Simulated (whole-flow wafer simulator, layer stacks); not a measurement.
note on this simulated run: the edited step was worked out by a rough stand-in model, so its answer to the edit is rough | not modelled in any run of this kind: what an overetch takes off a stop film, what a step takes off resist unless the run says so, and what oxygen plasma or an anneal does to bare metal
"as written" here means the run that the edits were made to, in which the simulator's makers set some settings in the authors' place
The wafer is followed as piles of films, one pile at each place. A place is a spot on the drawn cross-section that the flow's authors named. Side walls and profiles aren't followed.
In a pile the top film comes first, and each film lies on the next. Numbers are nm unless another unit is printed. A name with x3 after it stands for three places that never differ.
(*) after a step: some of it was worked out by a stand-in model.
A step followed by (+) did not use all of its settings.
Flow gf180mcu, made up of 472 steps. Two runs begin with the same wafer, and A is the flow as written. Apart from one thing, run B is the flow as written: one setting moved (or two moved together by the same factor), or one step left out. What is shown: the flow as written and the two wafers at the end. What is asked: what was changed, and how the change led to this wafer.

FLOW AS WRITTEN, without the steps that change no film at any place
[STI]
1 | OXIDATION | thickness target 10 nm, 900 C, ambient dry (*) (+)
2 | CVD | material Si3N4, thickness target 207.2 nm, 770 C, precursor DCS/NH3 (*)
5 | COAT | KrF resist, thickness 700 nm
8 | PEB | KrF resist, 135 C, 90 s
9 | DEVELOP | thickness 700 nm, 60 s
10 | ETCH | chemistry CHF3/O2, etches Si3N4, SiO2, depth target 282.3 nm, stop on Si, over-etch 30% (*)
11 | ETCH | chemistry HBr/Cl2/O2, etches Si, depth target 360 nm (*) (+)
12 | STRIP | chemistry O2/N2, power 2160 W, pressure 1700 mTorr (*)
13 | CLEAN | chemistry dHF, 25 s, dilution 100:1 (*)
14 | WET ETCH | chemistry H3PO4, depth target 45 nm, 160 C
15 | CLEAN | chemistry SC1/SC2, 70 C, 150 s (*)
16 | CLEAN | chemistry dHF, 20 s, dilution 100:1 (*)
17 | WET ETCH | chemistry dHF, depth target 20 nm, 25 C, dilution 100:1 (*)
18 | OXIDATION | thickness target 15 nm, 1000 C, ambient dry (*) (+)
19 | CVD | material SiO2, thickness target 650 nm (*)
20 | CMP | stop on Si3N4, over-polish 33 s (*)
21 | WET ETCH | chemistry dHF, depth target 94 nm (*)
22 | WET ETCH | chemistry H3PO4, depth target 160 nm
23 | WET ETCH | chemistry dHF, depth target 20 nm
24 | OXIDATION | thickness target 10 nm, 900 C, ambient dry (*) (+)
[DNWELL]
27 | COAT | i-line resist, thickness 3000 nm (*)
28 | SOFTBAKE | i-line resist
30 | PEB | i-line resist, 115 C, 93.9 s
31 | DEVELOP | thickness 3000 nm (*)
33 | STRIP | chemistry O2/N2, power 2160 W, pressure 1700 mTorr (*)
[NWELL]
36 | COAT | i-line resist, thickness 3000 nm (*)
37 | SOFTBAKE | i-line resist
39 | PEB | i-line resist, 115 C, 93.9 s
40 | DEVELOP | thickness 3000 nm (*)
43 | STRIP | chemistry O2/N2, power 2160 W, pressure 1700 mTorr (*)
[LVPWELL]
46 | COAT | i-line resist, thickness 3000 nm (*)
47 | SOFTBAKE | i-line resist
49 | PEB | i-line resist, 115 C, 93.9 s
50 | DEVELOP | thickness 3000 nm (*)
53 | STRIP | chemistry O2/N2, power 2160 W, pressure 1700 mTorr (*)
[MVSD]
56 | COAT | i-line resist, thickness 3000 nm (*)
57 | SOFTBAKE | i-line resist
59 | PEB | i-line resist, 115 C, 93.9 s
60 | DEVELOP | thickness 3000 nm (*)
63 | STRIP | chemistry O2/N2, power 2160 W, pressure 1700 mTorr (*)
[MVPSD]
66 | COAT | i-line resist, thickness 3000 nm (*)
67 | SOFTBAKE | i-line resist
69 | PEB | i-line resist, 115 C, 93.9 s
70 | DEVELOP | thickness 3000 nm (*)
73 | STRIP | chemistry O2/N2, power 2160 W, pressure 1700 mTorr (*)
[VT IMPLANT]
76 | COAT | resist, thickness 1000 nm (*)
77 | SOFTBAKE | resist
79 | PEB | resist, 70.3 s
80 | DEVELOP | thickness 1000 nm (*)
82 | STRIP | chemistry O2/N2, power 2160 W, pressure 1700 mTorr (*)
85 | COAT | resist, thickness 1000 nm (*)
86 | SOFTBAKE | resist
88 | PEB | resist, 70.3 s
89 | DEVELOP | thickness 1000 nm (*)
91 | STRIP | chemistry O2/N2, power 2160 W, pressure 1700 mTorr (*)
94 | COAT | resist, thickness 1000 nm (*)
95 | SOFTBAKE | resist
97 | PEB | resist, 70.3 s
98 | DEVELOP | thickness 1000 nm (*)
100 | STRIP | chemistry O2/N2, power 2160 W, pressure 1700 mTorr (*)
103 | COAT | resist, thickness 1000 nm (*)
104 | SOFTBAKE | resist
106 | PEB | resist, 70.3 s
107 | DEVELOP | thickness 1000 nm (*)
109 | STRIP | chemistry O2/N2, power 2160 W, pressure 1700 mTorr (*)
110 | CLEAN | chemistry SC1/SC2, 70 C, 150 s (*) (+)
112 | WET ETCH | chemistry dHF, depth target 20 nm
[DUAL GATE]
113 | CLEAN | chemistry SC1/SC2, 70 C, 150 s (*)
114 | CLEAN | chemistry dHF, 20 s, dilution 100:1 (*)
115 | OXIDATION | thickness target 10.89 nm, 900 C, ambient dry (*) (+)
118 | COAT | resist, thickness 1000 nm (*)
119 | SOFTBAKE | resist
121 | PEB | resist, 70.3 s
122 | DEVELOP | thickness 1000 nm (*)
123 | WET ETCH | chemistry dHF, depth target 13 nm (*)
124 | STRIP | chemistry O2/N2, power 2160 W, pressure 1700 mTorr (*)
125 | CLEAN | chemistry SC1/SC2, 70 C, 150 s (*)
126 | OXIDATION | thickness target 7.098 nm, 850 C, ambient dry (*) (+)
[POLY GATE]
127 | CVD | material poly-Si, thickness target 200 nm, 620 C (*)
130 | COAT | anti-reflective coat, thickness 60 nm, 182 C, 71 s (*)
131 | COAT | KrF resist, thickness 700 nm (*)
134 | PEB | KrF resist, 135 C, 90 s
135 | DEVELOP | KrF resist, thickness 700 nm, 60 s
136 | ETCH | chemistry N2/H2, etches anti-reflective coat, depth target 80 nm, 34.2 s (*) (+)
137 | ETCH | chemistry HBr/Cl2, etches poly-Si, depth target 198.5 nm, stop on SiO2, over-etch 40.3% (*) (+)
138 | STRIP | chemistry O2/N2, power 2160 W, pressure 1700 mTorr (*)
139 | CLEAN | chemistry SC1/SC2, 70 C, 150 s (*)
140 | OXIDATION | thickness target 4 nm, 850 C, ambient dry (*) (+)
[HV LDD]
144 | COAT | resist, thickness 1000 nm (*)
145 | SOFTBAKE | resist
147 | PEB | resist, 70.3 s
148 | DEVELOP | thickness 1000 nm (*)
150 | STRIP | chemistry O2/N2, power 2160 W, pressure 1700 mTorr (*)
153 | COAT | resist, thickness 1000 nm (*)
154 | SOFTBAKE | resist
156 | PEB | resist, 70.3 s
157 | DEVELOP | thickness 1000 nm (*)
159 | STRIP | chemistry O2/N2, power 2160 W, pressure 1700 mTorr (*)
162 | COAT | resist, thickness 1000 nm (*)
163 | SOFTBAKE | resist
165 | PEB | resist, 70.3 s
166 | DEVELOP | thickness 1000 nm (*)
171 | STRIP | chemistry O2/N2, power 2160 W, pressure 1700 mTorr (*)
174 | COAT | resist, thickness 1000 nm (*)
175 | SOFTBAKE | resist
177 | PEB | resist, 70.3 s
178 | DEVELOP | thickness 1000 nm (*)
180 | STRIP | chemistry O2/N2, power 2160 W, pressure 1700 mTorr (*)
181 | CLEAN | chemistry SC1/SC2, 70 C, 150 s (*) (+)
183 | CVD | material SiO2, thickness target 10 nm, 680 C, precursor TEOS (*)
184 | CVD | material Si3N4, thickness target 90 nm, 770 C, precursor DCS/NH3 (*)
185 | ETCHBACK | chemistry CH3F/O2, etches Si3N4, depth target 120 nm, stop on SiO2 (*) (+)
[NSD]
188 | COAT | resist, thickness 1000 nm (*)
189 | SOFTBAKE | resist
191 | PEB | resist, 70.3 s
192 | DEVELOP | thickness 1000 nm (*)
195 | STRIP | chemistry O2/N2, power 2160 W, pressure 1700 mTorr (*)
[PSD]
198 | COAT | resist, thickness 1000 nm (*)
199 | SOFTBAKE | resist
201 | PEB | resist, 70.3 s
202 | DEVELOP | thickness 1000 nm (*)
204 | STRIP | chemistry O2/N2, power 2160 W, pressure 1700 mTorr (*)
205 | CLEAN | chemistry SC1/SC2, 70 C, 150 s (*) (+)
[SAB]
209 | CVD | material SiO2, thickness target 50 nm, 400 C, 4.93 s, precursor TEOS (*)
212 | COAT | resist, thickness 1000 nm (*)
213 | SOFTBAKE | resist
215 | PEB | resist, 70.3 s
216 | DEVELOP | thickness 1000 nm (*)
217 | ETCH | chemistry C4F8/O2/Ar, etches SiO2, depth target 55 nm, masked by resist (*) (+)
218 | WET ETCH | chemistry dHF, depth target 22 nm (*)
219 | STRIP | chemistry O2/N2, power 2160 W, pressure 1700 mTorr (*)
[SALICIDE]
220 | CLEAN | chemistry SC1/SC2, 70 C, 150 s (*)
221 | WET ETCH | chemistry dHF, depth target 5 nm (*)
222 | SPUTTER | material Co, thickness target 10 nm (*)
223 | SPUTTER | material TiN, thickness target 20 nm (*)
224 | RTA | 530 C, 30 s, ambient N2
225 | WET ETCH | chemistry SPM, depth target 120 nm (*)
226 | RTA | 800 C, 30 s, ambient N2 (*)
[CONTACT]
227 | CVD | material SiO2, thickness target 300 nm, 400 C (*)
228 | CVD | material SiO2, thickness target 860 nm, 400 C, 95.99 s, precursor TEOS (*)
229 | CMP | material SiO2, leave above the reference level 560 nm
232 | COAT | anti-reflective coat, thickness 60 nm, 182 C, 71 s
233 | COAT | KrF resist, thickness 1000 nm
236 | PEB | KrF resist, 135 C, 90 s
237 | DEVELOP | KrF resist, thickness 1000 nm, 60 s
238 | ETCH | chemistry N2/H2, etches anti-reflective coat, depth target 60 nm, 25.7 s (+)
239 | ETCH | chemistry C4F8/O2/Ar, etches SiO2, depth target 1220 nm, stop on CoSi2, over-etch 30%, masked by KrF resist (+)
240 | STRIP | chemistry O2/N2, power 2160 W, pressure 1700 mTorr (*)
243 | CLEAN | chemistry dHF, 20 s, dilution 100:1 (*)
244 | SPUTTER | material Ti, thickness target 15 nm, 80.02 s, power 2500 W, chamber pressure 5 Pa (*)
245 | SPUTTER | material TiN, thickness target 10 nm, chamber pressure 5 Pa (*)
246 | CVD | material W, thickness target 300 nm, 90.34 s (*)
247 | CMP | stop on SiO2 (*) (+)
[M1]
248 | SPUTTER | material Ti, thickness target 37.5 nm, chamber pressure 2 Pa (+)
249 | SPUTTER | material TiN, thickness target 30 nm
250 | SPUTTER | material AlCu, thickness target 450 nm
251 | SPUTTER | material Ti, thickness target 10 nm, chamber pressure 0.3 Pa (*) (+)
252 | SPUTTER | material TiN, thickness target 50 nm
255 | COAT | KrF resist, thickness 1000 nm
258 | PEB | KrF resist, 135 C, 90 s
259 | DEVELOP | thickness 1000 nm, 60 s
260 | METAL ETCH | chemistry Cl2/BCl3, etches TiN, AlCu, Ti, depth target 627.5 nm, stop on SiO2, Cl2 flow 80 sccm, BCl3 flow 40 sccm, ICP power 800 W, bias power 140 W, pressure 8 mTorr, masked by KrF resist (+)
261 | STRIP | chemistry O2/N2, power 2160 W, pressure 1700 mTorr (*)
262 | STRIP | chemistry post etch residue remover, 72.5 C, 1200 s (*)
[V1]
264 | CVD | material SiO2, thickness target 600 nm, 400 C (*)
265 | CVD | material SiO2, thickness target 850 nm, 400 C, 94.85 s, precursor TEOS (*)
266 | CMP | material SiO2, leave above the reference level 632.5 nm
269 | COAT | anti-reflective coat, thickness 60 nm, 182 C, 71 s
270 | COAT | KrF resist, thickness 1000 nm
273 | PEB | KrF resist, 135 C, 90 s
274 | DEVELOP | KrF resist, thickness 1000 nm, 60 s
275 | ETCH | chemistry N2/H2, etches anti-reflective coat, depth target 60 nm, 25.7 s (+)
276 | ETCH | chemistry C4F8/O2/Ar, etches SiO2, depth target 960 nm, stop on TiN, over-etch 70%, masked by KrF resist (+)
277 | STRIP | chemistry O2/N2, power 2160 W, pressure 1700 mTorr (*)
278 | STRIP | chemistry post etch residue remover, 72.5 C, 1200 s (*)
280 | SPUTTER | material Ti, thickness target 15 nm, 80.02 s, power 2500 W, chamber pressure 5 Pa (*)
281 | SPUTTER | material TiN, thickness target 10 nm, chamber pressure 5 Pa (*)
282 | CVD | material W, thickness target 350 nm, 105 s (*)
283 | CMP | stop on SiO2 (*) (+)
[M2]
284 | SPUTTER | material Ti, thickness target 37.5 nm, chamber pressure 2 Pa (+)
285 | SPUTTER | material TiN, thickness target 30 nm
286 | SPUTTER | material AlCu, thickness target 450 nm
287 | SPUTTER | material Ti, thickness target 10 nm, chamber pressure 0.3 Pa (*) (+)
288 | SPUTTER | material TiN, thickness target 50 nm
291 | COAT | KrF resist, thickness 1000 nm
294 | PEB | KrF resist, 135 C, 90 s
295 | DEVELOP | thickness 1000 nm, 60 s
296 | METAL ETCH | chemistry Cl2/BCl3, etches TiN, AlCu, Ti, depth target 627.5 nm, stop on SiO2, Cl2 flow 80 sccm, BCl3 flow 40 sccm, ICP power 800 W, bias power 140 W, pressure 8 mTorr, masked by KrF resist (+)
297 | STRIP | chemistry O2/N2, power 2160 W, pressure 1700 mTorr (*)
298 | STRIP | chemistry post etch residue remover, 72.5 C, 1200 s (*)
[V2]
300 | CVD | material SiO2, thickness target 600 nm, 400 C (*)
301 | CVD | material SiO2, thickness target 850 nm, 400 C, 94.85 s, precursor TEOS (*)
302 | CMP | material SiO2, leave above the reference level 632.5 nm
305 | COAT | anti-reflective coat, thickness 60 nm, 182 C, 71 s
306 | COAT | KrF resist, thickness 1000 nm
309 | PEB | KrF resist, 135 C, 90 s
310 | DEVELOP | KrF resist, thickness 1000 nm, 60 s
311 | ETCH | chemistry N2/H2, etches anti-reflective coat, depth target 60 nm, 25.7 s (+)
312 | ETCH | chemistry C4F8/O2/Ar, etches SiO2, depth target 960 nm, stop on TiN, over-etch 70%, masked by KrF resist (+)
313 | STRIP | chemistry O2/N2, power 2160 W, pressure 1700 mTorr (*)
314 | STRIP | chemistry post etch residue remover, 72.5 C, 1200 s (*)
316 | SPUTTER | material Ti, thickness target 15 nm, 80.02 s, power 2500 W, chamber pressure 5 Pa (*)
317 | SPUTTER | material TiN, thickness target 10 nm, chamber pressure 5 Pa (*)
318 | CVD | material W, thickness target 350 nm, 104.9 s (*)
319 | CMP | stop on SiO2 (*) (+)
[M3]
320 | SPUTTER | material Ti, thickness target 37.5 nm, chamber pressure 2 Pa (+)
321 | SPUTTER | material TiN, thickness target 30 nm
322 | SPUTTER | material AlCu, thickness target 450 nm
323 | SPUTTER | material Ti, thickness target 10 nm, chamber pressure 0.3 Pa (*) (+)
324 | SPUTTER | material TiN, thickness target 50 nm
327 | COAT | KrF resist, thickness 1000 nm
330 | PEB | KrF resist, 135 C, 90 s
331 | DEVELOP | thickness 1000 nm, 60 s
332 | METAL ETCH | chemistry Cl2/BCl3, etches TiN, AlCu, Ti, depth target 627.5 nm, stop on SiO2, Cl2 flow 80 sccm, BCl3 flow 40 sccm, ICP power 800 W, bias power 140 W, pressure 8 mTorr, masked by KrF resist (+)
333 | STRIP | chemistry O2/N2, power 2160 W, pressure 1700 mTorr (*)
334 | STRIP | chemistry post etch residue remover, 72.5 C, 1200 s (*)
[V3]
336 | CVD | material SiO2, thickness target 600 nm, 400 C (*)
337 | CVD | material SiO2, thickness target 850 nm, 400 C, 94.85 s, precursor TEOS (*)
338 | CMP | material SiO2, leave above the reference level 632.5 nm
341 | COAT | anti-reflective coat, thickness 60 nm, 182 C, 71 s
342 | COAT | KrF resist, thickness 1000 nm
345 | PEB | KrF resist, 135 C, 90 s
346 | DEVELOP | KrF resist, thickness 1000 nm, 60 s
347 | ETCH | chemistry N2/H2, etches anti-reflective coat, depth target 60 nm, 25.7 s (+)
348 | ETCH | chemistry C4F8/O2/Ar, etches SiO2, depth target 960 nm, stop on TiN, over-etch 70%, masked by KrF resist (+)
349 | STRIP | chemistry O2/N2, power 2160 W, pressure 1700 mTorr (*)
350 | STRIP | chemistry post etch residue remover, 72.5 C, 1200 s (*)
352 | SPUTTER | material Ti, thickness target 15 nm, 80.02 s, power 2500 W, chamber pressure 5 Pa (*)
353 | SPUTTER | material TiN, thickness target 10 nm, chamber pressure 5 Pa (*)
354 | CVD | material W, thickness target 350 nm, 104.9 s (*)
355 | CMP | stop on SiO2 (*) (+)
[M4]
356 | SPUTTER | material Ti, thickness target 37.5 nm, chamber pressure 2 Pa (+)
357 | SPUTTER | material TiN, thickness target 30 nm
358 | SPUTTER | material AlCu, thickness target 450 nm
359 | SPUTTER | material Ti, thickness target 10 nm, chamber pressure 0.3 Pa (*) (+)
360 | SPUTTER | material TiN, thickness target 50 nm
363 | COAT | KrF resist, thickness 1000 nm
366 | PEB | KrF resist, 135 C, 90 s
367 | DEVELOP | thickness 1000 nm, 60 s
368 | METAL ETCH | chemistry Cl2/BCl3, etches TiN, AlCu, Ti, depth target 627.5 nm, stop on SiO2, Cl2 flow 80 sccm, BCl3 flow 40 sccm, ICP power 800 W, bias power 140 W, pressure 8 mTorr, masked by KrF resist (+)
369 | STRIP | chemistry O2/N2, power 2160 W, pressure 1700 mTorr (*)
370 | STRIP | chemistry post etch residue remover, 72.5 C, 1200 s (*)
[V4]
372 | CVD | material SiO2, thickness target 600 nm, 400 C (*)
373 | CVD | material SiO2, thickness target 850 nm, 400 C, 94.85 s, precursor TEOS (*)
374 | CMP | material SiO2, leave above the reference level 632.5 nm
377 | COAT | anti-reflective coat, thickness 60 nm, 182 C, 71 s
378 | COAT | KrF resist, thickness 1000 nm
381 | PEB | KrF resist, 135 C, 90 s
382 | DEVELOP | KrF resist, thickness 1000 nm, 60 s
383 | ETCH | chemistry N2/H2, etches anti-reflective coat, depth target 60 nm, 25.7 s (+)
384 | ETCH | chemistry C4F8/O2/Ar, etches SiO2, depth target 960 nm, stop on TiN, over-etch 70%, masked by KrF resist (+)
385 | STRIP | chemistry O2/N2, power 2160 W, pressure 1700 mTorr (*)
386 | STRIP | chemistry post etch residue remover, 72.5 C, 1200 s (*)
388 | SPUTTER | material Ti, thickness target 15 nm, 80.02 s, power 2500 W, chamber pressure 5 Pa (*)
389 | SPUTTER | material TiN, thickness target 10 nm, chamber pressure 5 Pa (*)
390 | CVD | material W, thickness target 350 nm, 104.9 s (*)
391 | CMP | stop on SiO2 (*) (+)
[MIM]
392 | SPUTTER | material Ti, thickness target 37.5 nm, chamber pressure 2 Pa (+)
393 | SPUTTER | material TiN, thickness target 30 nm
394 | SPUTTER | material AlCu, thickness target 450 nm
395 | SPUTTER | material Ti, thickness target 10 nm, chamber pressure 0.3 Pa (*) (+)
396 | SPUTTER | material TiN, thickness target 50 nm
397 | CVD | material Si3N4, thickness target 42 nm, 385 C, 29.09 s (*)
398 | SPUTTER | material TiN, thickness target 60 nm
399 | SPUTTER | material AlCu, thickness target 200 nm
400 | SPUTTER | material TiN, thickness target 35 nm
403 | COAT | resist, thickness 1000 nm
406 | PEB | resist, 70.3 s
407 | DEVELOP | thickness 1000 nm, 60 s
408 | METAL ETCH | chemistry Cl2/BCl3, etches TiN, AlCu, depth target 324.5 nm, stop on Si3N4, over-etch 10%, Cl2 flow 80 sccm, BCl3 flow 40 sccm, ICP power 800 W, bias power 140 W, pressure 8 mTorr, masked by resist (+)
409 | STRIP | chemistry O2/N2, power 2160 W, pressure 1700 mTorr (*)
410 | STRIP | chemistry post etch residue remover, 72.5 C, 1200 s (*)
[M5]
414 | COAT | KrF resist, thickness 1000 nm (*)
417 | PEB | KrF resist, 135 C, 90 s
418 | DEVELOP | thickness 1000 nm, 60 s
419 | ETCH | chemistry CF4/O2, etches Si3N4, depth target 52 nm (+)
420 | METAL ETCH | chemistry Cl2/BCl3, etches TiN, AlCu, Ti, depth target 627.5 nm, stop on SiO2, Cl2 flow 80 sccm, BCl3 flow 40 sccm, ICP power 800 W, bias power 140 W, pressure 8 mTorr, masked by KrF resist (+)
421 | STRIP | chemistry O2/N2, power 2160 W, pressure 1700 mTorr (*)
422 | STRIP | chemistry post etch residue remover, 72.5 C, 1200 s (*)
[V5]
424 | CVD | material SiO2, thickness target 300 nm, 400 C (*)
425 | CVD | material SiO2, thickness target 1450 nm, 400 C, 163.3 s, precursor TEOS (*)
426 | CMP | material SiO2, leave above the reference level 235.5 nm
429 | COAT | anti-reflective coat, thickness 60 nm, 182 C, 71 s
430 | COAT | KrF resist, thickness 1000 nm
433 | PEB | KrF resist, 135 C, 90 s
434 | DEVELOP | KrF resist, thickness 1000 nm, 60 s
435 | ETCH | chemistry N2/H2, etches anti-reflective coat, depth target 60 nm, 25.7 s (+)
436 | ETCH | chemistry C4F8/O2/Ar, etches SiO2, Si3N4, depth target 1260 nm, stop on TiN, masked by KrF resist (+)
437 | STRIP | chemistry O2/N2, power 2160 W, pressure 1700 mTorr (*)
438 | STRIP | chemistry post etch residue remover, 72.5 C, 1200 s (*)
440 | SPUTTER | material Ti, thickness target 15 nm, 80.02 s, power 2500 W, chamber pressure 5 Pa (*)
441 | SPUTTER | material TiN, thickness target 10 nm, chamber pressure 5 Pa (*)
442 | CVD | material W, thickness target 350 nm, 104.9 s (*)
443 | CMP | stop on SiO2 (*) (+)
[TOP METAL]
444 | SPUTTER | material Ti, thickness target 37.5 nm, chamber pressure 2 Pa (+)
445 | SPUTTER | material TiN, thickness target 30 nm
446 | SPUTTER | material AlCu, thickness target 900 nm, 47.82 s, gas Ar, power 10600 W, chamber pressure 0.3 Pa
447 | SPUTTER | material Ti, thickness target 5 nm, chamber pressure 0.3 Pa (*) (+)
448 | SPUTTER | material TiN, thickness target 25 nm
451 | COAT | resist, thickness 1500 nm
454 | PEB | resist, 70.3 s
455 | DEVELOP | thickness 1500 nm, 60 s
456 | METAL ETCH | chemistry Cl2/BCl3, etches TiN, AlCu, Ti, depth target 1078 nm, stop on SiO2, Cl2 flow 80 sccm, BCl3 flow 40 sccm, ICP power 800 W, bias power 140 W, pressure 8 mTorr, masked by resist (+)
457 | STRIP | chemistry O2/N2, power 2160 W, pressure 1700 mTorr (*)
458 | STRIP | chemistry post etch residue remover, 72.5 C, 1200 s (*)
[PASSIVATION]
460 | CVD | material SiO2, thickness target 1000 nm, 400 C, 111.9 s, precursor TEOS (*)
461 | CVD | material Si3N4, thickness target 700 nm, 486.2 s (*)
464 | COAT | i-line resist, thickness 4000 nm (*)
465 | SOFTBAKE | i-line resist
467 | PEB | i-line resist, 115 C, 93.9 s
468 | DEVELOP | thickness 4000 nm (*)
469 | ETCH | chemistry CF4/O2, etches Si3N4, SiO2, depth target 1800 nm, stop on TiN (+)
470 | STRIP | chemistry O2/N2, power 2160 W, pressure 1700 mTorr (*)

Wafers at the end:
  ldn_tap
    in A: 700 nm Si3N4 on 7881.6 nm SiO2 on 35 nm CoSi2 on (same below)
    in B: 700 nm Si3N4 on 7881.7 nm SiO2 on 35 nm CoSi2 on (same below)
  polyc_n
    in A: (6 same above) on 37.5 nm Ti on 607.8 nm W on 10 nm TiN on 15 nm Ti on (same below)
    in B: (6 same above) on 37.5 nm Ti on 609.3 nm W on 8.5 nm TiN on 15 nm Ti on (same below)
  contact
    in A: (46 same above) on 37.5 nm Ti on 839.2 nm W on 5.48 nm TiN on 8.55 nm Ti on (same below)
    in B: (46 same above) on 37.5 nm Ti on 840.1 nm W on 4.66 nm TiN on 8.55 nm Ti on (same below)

Cause: step 245, SPUTTER: thickness target 8.5 nm was run, though the flow has thickness target 10 nm.
The wafer lets one read it off: polyc_n has TiN 8.5, and step 245 as written asks for 10 nm.

The path from the change to this, step by step:
  245 | SPUTTER | material TiN, thickness target 10 nm, chamber pressure 5 Pa (*)
      field, field__w1, field__w2 and 107 more: A +10 TiN (new film) | B +8.5 TiN (new film)
      contact: A +5.48 TiN (new film) | B +4.66 TiN (new film)
  247 | CMP | stop on SiO2 (*) (+)
      field, field__w1, field__w2 and 105 more: A -300 W (all of it), -10 TiN (all of it), -15 Ti (all of it), -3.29 SiO2 | B -300 W (all of it), -8.5 TiN (all of it), -15 Ti (all of it), -3.28 SiO2
